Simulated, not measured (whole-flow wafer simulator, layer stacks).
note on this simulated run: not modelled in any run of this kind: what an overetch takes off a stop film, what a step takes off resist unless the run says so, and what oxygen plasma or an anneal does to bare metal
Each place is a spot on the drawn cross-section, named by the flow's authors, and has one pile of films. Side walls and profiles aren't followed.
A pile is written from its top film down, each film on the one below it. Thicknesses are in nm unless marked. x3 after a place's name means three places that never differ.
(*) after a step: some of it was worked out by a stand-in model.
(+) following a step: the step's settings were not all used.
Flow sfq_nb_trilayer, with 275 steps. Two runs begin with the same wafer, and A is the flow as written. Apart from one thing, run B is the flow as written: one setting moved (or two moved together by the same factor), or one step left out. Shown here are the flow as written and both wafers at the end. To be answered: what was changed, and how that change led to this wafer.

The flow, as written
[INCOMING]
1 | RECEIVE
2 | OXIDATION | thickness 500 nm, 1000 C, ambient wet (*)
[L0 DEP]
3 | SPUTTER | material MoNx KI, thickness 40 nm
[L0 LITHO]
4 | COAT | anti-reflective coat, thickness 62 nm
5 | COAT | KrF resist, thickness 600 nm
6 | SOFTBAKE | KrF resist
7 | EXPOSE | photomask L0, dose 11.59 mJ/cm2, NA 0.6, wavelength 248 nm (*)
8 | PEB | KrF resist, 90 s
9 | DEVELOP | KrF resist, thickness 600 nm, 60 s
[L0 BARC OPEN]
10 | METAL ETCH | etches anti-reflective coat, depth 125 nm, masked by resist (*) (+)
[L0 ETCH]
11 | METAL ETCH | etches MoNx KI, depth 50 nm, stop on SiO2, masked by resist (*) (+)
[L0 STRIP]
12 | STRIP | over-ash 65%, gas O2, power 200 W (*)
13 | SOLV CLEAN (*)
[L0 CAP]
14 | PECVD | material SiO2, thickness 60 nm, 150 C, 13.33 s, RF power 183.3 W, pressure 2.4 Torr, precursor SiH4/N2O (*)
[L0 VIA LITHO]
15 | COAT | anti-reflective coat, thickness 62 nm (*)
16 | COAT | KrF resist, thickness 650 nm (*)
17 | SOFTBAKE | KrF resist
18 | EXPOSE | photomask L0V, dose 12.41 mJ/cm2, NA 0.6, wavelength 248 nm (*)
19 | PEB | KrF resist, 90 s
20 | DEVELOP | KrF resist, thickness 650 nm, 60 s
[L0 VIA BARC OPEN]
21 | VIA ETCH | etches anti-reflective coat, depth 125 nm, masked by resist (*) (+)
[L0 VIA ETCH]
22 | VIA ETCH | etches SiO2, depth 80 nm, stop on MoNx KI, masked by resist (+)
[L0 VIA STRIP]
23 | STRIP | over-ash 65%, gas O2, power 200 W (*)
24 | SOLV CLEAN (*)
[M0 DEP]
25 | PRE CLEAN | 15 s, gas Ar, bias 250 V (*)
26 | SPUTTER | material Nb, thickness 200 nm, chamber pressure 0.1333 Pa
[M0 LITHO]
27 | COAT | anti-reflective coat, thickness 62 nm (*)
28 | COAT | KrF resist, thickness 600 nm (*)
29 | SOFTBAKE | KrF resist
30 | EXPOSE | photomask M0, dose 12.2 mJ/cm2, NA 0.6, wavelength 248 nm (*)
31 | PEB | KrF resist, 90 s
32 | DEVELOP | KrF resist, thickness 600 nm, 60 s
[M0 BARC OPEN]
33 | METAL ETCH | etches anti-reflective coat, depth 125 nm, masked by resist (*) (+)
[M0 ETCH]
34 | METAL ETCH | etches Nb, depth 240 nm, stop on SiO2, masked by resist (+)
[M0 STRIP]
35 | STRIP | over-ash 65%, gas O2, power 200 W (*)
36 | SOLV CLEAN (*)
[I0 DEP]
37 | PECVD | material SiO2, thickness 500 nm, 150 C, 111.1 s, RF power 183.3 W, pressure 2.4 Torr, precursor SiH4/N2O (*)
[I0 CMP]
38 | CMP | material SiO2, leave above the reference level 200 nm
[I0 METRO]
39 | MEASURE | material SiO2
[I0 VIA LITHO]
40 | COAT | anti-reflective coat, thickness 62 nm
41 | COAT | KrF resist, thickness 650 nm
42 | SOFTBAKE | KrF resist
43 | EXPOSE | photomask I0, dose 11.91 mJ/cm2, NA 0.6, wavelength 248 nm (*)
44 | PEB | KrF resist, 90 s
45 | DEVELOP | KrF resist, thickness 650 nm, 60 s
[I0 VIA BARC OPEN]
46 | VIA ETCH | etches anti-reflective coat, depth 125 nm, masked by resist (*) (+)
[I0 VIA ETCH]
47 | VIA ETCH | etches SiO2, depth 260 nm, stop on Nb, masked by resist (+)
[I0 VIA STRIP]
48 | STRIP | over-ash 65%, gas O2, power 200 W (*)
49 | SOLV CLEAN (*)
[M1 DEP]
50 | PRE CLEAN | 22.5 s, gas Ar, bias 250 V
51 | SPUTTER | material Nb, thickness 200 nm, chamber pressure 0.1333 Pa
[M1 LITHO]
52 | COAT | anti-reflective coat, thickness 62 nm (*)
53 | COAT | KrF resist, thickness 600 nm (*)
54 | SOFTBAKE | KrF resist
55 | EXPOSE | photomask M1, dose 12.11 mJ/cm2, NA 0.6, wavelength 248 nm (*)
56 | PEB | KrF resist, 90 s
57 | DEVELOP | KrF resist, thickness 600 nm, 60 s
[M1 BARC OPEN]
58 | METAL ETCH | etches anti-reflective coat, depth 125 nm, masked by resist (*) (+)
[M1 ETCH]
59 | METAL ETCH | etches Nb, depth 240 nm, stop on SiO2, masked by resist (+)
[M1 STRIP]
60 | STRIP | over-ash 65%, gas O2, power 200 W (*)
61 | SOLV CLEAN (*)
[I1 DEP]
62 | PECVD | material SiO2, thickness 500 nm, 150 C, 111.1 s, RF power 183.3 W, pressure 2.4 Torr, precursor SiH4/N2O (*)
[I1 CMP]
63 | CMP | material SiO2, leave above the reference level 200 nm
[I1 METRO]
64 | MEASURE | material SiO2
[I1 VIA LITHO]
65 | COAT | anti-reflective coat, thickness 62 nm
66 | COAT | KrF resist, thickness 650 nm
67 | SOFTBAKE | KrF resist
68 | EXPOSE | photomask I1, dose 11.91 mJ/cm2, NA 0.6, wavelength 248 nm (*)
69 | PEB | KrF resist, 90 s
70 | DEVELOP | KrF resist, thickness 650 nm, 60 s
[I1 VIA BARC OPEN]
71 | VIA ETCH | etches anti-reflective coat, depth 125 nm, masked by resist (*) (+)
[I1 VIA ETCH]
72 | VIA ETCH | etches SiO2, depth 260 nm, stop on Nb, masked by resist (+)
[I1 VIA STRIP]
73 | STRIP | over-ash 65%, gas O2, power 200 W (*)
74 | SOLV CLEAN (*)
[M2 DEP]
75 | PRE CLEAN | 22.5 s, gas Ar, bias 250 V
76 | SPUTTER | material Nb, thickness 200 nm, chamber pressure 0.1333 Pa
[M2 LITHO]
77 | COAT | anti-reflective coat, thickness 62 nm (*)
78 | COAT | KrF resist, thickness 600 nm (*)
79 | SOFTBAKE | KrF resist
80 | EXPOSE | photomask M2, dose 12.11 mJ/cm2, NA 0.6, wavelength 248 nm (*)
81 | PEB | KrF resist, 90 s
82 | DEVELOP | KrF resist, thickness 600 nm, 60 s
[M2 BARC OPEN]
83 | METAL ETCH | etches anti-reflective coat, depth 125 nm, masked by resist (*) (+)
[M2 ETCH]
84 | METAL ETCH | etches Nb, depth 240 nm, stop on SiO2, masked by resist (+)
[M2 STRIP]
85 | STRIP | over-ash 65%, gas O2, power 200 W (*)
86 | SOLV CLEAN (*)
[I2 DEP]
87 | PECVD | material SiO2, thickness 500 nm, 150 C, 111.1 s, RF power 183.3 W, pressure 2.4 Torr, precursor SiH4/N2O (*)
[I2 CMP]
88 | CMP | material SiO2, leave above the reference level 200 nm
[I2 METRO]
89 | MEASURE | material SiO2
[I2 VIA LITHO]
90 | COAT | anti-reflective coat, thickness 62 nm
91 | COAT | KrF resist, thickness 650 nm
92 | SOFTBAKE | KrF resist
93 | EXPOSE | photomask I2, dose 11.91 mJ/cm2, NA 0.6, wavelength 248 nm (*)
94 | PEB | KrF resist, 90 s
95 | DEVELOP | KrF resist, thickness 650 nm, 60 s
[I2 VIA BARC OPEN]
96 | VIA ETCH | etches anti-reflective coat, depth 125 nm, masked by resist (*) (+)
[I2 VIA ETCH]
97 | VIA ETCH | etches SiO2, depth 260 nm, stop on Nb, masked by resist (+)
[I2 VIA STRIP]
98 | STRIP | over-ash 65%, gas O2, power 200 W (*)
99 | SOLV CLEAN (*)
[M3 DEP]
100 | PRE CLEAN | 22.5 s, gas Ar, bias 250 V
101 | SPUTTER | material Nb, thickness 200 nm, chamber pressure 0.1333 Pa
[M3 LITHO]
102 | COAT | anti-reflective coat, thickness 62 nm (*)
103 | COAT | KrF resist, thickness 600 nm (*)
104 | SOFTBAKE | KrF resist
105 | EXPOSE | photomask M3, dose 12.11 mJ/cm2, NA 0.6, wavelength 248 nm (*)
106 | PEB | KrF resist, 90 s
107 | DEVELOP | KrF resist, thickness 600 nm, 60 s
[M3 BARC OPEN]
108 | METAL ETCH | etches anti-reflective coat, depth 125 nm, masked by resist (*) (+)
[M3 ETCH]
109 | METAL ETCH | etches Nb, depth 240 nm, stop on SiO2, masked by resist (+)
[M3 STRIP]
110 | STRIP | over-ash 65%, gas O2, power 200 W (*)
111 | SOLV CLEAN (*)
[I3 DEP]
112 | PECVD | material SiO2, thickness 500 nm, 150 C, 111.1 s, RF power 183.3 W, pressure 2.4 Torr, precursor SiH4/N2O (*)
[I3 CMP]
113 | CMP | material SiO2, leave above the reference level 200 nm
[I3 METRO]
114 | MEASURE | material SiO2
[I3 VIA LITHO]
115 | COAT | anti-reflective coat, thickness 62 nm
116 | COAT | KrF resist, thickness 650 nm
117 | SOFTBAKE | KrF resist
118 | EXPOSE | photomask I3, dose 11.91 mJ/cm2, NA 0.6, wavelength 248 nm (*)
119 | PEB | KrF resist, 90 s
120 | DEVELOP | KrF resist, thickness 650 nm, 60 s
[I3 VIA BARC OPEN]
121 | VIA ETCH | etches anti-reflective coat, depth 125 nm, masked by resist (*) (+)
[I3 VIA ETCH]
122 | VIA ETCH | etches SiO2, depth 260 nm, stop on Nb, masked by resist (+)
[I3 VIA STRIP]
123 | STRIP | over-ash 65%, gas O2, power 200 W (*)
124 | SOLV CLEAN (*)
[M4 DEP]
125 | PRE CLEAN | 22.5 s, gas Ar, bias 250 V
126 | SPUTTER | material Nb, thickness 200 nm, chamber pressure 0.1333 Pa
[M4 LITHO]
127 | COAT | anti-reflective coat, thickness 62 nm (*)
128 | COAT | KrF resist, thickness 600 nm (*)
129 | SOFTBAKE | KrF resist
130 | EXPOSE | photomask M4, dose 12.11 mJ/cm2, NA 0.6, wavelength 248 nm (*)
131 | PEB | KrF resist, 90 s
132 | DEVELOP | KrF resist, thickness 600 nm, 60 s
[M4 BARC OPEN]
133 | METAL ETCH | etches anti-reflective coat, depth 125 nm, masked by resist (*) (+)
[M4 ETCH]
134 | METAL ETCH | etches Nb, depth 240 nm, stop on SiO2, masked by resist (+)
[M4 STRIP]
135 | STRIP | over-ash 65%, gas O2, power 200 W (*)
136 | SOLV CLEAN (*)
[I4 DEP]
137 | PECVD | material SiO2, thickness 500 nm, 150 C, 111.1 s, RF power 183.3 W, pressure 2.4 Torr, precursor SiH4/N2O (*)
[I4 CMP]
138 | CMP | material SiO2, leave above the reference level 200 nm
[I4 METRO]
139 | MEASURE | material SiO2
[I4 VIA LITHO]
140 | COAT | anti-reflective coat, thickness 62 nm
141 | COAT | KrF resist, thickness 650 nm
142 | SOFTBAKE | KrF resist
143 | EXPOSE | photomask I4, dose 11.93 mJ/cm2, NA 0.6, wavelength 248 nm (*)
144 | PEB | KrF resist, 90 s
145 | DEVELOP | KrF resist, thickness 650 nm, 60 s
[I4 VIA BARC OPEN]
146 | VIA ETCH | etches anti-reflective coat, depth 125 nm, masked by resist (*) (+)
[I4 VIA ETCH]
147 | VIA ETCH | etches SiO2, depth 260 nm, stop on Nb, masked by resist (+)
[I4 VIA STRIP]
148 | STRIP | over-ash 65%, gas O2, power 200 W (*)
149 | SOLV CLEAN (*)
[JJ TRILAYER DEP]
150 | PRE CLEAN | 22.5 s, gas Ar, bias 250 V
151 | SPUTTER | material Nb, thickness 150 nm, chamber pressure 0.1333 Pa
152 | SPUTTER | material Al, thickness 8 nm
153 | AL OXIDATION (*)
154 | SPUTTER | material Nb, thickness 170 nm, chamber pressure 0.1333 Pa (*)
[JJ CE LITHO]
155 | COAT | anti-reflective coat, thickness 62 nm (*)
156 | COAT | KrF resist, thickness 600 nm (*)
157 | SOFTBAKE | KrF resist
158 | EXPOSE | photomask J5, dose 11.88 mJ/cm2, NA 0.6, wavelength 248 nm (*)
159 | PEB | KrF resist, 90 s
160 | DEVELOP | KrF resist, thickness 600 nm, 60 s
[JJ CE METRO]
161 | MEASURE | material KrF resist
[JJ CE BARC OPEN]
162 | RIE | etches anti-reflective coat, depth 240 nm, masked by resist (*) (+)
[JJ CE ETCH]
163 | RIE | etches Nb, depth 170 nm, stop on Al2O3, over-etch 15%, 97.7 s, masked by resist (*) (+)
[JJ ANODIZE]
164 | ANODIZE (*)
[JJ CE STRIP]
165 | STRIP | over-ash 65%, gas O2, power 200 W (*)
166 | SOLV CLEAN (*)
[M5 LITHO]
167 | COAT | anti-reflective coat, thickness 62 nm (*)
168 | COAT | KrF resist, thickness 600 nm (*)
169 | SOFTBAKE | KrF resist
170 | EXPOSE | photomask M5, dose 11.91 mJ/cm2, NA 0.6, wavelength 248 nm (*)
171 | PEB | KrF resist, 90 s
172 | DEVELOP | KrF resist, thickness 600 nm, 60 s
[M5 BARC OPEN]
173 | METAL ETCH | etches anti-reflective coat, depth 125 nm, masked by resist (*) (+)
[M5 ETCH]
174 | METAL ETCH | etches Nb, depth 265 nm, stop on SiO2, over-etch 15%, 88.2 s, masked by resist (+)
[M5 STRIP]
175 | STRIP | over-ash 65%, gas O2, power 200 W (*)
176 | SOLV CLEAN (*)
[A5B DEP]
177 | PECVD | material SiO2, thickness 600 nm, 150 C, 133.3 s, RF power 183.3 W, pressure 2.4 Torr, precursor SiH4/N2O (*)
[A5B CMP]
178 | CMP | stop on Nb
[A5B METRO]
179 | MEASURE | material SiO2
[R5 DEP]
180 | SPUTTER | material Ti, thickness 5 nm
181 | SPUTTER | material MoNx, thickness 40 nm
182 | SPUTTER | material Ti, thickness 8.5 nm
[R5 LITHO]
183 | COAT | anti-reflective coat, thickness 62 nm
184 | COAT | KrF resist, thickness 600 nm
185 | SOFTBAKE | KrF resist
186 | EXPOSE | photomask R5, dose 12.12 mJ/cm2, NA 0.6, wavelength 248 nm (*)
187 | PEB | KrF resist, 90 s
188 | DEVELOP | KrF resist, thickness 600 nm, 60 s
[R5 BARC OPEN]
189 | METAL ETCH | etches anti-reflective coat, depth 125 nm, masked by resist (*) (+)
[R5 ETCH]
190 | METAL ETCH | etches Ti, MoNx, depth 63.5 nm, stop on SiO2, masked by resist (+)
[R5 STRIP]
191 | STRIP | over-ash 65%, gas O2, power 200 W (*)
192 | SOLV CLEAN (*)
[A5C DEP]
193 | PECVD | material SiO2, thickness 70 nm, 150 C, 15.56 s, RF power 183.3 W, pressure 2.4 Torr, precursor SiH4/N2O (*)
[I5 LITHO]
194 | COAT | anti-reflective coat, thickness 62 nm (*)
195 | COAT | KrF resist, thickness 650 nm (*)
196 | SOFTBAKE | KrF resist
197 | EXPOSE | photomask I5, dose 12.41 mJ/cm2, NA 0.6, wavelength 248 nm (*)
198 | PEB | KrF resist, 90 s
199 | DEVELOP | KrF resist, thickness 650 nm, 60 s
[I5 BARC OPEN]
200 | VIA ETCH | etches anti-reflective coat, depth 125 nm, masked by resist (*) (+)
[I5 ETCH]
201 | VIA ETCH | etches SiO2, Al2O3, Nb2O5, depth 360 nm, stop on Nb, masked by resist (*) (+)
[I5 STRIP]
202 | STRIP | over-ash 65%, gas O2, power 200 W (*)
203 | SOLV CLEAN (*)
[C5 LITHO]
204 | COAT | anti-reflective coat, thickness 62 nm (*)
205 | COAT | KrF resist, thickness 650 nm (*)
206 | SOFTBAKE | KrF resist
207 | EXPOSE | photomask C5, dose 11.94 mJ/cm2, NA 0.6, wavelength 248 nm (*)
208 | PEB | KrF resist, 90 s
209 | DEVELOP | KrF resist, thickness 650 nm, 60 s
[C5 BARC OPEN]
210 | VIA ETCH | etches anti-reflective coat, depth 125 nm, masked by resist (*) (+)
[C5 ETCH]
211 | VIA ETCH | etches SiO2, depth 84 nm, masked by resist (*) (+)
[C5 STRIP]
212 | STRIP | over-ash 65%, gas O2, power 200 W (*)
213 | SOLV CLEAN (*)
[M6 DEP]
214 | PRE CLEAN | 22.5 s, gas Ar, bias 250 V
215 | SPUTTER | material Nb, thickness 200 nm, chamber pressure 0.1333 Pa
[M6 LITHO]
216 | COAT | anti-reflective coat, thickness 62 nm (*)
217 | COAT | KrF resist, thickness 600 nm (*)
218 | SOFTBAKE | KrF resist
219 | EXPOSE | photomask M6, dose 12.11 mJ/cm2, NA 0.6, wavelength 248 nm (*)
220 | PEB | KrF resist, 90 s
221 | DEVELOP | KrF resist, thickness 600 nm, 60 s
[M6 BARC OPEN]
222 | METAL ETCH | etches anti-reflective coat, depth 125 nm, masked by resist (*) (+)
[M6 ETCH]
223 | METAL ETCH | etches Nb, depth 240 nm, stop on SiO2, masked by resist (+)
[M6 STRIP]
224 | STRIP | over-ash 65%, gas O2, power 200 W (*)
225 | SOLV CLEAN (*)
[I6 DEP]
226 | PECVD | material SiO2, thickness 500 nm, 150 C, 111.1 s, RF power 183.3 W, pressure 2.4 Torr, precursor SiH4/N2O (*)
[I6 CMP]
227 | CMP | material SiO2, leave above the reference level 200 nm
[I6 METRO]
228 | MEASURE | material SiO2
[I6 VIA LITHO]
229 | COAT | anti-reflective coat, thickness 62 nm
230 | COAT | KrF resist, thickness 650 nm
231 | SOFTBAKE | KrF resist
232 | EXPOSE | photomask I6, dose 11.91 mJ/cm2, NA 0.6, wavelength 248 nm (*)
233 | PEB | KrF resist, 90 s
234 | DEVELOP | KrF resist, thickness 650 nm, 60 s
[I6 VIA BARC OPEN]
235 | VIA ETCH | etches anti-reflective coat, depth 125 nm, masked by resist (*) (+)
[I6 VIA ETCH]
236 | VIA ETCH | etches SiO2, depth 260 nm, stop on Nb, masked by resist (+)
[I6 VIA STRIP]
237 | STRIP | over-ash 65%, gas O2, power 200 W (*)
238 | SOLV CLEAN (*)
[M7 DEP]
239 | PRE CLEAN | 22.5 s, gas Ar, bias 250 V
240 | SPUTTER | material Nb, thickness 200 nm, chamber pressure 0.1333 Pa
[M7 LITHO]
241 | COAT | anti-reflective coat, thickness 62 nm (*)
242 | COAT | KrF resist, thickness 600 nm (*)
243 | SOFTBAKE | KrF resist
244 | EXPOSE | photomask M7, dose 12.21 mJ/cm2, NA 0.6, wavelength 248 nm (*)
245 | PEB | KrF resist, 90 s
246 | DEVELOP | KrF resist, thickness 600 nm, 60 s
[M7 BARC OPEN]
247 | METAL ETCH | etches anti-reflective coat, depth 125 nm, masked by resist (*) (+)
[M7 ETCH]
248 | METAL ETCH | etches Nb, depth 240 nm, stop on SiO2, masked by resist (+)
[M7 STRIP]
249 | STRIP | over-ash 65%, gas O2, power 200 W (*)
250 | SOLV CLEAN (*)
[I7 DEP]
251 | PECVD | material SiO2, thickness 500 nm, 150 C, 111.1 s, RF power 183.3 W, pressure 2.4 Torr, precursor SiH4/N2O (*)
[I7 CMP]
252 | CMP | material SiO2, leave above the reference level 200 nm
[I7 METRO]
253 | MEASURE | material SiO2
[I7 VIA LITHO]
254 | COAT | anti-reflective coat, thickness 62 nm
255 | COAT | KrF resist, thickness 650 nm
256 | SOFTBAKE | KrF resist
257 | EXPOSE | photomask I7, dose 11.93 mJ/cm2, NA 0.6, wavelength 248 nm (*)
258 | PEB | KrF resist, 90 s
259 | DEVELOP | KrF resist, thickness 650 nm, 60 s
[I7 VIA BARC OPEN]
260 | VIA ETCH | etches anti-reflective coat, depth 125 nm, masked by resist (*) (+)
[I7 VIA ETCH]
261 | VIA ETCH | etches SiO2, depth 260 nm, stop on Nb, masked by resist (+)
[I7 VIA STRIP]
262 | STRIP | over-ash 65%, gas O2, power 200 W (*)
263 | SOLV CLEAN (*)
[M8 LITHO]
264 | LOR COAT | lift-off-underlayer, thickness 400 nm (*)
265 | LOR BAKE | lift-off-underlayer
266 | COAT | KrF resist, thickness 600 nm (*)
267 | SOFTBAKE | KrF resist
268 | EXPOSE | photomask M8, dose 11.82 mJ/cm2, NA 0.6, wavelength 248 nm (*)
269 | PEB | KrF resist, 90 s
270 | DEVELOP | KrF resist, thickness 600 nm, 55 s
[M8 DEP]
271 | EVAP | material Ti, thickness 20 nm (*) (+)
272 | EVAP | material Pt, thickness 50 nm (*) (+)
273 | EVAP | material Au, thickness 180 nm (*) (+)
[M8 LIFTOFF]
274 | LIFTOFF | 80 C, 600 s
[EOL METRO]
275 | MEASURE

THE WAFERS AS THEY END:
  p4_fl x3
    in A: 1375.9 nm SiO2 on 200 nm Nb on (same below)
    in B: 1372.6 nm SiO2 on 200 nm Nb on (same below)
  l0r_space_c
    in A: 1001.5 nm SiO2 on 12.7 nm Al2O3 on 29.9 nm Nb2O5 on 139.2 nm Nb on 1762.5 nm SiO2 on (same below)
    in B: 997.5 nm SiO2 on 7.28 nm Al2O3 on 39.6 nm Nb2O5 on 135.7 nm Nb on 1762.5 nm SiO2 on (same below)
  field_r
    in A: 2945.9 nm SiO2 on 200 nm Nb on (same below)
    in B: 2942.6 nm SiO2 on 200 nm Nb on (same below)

Cause: step 152, SPUTTER: thickness 4.72 nm was run, though the flow has thickness 8 nm.

The path from the change to this, step by step:
  152 | SPUTTER | material Al, thickness 8 nm
      field_l, v_sur, via_sp and 100 more: A +8 Al (new film) | B +4.72 Al (new film)
      via_wl, via_wr: A +5.14 Al (new film) | B +3.03 Al (new film)
      (and at 1 other place as well)
  164 | ANODIZE (*)
      field_l, v_sur, via_sp and 96 more: A +12.2 Al2O3, +29.9 Nb2O5 (new film), -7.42 Al (all of it), -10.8 Nb | B +6.83 Al2O3, +39.6 Nb2O5 (new film), -4.14 Al (all of it), -14.3 Nb
      via_wl, via_wr: A +7.52 Al2O3 (new film), +39.2 Nb2O5 (new film), -4.56 Al (all of it), -14.1 Nb | B +4.05 Al2O3 (new film), +45.4 Nb2O5 (new film), -2.45 Al (all of it), -16.3 Nb
      (and at 1 other place as well)
  174 | METAL ETCH | etches Nb, depth 265 nm, stop on SiO2, over-etch 15%, 88.2 s, masked by resist (+)
      r_sur, res, r_end and 48 more: A -12.6 Al2O3 (all of it), -29.9 Nb2O5 (all of it), -139.2 Nb (all of it), -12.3 SiO2 | B -7.22 Al2O3 (all of it), -39.6 Nb2O5 (all of it), -135.7 Nb (all of it), -12.2 SiO2
      field_l, wl_a_sl: A -12.6 Al2O3 (all of it), -29.9 Nb2O5 (all of it), -139.2 Nb (all of it), -12.3 SiO2 | B -7.21 Al2O3 (all of it), -39.6 Nb2O5 (all of it), -135.7 Nb (all of it), -12.2 SiO2
  201 | VIA ETCH | etches SiO2, Al2O3, Nb2O5, depth 360 nm, stop on Nb, masked by resist (*) (+)
      be: A -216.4 SiO2 (all of it), -12.7 Al2O3 (all of it), -29.9 Nb2O5 (all of it) | B -212.3 SiO2 (all of it), -7.28 Al2O3 (all of it), -39.6 Nb2O5 (all of it)
